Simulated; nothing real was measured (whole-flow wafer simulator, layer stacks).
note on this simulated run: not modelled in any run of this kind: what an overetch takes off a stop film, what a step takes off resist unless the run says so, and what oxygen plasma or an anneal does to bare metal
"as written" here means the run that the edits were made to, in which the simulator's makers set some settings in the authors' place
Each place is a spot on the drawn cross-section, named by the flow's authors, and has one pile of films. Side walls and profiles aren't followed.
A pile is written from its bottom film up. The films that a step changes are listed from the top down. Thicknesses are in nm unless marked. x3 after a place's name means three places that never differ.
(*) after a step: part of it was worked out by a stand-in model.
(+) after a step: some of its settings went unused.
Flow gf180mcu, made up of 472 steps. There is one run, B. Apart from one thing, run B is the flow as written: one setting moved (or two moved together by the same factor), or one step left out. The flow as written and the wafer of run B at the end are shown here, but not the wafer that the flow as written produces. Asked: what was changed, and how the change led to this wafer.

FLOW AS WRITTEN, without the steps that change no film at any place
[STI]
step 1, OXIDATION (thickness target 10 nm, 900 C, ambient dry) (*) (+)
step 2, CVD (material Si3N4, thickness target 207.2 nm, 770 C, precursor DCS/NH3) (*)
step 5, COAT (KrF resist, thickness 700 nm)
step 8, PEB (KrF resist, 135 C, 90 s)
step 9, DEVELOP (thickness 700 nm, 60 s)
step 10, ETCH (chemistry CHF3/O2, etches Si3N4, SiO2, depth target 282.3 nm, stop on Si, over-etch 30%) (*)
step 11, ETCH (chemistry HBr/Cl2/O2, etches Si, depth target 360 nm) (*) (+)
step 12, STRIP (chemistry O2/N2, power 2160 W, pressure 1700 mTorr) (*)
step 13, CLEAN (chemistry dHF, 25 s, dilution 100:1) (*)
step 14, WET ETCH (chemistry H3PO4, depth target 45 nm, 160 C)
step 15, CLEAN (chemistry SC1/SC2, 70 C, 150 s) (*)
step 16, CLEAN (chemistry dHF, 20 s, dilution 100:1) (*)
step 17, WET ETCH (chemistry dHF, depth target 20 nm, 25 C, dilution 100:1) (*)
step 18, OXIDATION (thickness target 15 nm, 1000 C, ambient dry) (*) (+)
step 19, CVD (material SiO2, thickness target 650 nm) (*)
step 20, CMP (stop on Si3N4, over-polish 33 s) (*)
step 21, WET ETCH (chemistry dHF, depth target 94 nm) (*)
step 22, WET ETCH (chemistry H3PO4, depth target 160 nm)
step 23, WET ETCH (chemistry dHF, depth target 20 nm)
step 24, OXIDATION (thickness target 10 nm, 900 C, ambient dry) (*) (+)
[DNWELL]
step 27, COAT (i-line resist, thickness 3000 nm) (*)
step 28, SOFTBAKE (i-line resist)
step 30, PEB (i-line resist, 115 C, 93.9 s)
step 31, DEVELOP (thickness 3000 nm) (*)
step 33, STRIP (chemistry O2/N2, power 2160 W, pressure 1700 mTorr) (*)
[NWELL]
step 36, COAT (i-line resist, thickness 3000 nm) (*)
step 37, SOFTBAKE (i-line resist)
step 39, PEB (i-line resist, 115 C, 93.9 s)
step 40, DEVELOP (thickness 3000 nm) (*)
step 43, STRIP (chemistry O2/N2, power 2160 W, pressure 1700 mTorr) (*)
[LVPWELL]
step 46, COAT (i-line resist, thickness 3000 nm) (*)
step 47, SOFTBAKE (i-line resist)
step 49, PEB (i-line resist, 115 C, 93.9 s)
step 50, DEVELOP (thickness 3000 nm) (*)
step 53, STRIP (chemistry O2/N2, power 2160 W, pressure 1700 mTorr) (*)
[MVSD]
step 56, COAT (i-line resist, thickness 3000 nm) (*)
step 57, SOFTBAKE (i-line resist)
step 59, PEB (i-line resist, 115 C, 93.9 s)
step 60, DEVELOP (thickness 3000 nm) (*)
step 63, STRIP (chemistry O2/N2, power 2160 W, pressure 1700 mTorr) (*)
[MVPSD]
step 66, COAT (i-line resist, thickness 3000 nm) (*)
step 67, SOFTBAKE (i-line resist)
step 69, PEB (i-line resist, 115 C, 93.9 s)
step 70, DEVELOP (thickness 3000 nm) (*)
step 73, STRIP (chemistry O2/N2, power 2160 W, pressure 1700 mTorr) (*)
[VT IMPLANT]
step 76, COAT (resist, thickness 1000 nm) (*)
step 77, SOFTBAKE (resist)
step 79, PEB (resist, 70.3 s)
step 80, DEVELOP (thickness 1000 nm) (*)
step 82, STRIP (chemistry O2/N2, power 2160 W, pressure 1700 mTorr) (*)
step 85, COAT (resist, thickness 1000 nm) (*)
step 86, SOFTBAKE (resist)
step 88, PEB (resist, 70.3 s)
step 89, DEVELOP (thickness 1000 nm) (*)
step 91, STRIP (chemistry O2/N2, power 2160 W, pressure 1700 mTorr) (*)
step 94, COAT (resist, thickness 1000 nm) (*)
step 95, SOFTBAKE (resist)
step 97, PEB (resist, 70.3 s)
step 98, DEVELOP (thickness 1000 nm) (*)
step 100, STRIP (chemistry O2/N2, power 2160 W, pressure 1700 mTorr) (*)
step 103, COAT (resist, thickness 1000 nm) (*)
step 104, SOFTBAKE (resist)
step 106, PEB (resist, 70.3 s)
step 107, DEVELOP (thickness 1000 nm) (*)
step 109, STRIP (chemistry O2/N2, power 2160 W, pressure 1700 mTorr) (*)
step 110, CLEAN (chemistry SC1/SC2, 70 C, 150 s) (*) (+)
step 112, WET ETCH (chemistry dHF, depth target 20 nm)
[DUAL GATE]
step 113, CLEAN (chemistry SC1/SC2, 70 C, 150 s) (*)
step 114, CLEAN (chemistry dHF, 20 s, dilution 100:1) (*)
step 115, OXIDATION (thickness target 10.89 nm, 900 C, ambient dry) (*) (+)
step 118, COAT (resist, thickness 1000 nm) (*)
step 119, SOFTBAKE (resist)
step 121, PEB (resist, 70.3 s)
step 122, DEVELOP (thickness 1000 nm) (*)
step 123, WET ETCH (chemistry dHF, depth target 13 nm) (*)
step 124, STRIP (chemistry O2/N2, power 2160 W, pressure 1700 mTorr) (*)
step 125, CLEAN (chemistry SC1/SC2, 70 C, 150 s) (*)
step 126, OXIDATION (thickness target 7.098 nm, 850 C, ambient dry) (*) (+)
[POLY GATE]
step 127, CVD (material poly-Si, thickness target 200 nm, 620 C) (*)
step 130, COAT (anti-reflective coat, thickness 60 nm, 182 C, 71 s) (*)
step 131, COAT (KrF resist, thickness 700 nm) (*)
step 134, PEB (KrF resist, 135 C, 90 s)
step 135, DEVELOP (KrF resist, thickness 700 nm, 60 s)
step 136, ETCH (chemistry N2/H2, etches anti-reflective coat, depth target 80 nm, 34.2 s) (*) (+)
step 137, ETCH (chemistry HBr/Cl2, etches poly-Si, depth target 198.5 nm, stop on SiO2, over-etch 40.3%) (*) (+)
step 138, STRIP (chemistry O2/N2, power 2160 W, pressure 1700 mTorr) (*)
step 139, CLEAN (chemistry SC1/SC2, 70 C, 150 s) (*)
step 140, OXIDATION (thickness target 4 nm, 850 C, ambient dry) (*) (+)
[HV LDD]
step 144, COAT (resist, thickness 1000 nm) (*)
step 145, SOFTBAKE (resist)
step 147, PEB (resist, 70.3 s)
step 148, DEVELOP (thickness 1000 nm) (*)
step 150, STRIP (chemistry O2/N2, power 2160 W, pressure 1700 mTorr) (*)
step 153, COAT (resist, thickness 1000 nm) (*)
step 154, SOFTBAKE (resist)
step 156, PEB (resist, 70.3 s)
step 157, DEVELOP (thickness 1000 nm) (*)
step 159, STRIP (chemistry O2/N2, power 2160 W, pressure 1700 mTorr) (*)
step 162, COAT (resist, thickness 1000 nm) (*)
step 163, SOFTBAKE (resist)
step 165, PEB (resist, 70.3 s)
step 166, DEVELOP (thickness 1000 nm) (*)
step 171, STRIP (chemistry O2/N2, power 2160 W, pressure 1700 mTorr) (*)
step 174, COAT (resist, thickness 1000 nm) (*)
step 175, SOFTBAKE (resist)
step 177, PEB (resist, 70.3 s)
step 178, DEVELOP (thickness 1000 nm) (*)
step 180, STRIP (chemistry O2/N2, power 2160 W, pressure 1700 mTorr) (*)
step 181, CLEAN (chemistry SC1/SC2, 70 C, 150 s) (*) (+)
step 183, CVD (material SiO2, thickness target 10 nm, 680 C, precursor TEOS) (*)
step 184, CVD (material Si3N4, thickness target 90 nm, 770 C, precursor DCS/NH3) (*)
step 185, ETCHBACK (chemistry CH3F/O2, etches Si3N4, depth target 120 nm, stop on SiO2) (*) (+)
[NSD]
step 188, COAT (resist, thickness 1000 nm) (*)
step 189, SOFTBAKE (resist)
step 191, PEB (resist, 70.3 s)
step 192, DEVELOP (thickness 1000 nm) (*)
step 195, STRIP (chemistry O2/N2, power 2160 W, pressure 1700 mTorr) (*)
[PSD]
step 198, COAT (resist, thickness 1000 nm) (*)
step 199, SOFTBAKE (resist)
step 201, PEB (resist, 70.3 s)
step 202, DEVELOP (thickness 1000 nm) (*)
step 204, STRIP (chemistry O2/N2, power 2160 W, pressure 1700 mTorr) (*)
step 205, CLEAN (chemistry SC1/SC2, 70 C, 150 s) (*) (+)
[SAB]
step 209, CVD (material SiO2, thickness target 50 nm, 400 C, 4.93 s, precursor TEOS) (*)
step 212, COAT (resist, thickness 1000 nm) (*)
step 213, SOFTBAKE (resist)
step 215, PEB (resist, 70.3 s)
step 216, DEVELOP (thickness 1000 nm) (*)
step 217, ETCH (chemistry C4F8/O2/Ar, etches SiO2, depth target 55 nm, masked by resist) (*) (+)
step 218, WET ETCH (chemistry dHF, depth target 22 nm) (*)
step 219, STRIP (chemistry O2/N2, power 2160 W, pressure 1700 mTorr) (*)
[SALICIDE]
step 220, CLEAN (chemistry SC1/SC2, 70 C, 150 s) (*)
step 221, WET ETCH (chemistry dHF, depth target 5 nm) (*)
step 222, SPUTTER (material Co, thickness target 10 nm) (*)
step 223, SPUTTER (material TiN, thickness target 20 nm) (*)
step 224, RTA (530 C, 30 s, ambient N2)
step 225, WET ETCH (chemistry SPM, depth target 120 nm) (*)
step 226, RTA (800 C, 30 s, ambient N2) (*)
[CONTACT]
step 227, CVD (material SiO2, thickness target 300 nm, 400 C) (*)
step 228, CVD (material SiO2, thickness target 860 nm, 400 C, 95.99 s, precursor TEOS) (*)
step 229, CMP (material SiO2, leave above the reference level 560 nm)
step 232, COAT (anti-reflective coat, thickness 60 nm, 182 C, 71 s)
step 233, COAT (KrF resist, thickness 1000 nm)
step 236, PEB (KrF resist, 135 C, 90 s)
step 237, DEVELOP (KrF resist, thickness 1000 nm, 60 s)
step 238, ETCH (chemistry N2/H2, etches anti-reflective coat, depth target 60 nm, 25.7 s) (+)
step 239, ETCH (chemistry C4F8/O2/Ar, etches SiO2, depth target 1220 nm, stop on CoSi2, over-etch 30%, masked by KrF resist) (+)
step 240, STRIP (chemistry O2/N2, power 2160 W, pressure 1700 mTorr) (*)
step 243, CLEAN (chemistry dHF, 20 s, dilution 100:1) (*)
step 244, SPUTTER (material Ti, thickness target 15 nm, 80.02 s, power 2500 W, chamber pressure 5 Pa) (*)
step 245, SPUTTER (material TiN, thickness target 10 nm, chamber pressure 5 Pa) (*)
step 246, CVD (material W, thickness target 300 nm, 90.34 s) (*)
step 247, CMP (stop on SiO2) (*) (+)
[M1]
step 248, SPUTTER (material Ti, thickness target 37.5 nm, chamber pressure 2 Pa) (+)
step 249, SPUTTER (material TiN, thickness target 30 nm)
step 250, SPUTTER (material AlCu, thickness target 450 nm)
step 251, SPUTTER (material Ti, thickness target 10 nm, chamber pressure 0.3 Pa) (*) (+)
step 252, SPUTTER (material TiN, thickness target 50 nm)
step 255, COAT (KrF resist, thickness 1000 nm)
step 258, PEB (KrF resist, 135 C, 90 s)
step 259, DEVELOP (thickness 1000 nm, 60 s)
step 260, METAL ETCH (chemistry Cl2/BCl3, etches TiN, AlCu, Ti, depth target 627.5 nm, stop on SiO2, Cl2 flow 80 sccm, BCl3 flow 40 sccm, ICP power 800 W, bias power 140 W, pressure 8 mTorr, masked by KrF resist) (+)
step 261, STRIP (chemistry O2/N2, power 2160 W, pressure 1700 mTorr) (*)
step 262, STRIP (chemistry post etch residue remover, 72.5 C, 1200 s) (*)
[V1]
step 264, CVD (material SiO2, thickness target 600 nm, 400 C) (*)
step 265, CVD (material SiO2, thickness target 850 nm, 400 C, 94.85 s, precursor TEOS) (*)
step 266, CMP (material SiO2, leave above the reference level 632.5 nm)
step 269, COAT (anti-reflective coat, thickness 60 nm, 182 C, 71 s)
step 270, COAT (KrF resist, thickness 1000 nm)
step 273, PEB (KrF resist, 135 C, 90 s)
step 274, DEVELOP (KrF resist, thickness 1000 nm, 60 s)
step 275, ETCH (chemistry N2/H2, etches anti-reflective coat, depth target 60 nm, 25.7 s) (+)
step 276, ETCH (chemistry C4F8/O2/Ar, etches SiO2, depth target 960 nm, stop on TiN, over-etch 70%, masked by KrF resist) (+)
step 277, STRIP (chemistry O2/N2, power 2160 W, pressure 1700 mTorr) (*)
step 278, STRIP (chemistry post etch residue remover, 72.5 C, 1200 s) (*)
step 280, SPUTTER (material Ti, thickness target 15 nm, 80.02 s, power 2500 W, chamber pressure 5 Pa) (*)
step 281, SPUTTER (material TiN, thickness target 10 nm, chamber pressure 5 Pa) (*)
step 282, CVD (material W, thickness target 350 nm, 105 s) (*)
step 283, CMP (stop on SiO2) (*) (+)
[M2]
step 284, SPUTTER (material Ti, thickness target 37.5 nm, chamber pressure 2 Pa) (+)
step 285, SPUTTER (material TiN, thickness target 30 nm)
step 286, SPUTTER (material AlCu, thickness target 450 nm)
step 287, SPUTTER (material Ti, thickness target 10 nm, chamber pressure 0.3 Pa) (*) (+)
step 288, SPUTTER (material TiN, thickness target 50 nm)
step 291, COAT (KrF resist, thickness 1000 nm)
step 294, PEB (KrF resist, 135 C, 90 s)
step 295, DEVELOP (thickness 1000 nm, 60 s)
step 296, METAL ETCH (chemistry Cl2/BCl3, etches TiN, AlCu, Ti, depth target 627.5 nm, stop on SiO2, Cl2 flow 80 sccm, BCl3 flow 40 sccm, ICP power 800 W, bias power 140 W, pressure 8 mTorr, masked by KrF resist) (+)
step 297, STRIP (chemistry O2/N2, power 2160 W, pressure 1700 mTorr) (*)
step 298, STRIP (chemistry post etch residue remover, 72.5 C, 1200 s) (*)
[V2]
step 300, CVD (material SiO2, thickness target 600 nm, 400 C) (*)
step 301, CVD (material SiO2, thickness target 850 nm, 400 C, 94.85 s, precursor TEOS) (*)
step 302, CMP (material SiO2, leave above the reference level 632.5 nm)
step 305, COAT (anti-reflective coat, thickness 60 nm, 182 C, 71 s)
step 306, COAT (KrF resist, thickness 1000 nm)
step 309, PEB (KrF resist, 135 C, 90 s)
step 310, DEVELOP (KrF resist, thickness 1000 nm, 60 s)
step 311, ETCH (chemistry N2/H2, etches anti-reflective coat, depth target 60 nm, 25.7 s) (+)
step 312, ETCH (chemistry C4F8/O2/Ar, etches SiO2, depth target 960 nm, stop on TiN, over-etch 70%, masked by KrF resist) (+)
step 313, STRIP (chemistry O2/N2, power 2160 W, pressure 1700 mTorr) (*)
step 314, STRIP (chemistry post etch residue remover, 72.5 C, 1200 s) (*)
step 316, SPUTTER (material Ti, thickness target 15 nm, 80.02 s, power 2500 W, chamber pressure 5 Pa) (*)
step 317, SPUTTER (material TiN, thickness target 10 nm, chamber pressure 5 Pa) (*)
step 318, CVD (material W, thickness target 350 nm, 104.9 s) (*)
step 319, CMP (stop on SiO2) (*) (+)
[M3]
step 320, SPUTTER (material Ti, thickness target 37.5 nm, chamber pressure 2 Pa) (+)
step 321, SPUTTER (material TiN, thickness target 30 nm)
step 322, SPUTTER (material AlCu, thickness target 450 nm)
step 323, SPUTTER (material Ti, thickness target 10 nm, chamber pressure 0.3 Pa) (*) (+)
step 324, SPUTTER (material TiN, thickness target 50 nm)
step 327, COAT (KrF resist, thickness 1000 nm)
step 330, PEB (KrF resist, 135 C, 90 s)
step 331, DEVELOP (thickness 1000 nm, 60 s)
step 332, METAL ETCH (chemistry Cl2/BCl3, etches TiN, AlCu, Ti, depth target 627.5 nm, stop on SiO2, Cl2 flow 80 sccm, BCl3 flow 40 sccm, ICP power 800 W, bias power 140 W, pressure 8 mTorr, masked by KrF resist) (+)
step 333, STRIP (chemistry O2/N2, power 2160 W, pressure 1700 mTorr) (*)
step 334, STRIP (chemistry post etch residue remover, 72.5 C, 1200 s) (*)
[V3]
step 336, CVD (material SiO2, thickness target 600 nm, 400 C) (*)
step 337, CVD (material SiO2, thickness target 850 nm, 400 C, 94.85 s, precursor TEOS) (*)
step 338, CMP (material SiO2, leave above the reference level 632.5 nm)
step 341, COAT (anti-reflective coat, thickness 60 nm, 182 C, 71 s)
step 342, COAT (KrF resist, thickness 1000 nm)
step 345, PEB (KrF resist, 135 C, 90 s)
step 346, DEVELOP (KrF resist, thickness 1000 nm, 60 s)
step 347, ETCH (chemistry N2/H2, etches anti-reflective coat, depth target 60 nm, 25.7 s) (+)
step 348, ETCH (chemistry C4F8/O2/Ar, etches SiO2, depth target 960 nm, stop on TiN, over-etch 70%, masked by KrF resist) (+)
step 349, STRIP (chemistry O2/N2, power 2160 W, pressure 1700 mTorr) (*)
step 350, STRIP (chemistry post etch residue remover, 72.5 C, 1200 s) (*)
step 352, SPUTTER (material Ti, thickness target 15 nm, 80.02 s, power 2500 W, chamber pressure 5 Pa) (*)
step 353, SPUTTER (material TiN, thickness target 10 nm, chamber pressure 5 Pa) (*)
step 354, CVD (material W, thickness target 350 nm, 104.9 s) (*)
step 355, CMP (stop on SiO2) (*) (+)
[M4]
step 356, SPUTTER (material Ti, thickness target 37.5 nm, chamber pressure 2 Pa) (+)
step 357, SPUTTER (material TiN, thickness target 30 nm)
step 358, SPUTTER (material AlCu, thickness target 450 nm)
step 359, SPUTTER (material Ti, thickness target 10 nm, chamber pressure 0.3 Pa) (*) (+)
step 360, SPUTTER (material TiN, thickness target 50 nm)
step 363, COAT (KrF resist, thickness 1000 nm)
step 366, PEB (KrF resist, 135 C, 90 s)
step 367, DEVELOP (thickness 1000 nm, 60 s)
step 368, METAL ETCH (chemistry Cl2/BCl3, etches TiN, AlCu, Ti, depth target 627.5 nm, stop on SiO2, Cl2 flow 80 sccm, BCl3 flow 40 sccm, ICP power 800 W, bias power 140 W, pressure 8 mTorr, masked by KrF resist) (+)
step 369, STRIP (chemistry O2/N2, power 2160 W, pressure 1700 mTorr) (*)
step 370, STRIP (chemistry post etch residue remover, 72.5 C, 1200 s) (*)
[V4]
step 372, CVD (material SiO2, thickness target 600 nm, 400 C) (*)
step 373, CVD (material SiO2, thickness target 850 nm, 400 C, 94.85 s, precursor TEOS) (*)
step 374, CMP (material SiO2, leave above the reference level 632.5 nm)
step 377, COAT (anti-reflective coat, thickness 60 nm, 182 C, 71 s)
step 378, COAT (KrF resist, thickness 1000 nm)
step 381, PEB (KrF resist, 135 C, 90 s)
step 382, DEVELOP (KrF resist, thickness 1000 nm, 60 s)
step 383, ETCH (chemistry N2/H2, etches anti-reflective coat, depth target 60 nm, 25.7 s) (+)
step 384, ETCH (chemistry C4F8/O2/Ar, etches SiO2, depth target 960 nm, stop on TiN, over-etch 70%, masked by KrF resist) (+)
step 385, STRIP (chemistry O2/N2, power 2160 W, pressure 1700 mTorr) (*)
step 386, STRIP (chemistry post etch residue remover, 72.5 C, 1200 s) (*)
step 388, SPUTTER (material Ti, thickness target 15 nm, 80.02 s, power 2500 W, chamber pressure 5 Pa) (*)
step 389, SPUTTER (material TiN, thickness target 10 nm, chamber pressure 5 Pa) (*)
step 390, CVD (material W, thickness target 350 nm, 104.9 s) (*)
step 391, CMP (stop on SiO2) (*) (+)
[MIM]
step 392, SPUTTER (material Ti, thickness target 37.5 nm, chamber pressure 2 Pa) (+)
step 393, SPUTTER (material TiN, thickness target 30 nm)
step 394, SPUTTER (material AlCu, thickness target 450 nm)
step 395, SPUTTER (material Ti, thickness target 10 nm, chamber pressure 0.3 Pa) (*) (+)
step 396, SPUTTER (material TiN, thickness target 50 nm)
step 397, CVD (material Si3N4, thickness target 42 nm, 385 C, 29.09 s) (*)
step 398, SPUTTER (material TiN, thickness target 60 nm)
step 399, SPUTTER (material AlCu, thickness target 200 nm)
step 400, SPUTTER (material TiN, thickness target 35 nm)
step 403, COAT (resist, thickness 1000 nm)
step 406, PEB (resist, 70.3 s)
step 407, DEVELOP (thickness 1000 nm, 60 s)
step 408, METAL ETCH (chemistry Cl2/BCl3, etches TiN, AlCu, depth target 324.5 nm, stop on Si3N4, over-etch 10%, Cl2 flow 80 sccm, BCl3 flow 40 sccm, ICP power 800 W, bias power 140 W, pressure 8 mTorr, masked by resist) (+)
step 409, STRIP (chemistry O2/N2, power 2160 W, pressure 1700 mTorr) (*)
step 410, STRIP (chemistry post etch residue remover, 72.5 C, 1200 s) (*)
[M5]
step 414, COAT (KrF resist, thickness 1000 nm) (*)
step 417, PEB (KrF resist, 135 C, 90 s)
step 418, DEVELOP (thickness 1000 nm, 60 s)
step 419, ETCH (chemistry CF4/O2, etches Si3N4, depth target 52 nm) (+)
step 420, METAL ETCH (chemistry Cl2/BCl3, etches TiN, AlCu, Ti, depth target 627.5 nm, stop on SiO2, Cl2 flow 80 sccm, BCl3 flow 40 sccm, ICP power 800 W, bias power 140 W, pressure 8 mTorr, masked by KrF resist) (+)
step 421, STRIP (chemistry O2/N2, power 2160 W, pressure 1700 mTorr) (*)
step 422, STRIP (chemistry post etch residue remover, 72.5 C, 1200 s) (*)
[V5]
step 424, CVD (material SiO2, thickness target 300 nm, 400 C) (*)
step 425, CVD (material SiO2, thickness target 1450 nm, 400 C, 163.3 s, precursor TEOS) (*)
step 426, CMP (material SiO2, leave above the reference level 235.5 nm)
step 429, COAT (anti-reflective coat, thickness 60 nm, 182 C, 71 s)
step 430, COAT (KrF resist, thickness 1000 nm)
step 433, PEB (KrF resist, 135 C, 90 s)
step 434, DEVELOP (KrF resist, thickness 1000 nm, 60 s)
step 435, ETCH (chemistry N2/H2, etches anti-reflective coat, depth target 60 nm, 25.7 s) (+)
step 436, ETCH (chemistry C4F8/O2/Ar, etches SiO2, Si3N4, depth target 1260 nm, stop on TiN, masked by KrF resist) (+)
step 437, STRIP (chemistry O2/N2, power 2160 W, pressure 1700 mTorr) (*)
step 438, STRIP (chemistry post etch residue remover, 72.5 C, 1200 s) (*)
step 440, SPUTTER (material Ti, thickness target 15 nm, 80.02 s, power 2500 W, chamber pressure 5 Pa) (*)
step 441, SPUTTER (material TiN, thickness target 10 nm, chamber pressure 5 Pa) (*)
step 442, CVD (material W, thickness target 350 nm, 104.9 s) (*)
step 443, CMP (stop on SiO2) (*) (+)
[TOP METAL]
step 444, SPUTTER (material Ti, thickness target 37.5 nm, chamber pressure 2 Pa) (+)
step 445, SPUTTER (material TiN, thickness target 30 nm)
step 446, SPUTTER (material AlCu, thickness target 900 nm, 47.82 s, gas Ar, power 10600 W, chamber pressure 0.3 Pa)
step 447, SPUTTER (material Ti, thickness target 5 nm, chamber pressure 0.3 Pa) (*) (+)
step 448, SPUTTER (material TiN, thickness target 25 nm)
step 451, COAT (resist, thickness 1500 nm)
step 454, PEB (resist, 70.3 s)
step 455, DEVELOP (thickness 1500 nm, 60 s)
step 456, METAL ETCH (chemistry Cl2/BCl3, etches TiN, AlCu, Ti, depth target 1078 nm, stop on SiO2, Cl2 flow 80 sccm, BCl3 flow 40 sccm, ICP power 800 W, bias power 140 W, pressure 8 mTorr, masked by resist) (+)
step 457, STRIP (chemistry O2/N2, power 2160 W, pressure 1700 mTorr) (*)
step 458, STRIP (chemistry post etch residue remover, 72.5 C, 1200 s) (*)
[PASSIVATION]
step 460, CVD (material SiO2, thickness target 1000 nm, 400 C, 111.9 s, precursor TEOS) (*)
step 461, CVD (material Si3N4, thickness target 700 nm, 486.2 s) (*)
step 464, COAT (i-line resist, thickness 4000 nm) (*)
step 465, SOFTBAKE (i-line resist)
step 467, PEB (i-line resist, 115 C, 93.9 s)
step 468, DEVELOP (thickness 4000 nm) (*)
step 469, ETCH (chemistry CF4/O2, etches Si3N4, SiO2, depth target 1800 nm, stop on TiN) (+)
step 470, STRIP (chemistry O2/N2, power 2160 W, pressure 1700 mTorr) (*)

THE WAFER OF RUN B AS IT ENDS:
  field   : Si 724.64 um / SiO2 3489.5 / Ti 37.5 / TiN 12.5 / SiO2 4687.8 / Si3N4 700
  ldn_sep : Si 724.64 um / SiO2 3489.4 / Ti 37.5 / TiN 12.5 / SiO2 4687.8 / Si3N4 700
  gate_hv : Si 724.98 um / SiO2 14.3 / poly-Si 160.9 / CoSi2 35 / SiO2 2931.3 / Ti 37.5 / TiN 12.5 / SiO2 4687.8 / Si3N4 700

Cause: step 332, METAL ETCH: depth target 527.1 nm was run, though the flow has depth target 627.5 nm.

The path from the change to this, step by step:
  step 332, METAL ETCH (chemistry Cl2/BCl3, etches TiN, AlCu, Ti, depth target 627.5 nm, stop on SiO2, Cl2 flow 80 sccm, BCl3 flow 40 sccm, ICP power 800 W, bias power 140 W, pressure 8 mTorr, masked by KrF resist) (+)
      field, field__w1, field__w2 and 103 more: TiN loses 50 (all of it), Ti loses 10 (all of it), AlCu loses 450 (all of it), TiN loses 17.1 (in the flow as written it would be: TiN loses 50 (all of it), Ti loses 10 (all of it), AlCu loses 450 (all of it), TiN loses 30 (all of it), Ti loses 37.5 (all of it))
      field__w8, contact, m1, m1__w1, m1_nw: KrF resist loses 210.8 (in the flow as written it would be: KrF resist loses 251)
  step 333, STRIP (chemistry O2/N2, power 2160 W, pressure 1700 mTorr) (*)
      field__w8, contact, m1, m1__w1, m1_nw: KrF resist loses 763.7 (all of it) (in the flow as written it would be: KrF resist loses 723.5 (all of it))
  step 336, CVD (material SiO2, thickness target 600 nm, 400 C) (*)
      field, field__w1, field__w2 and 103 more: SiO2 gains 600 (new film) (in the flow as written it would be: SiO2 gains 600)
  step 338, CMP (material SiO2, leave above the reference level 632.5 nm)
      field, field__w1, field__w2 and 103 more: SiO2 loses 350 (in the flow as written it would be: SiO2 loses 300)
Taking metal films that touch as one body, field has 1 body; the flow as written gives 0 bodies.
Taking metal films that touch as one body, ldn_sep has 1 body; the flow as written gives 0 bodies.
Taking metal films that touch as one body, gate_hv has 2 bodies (between them, from the top down: SiO2 2931.3); the flow as written gives 1 body.
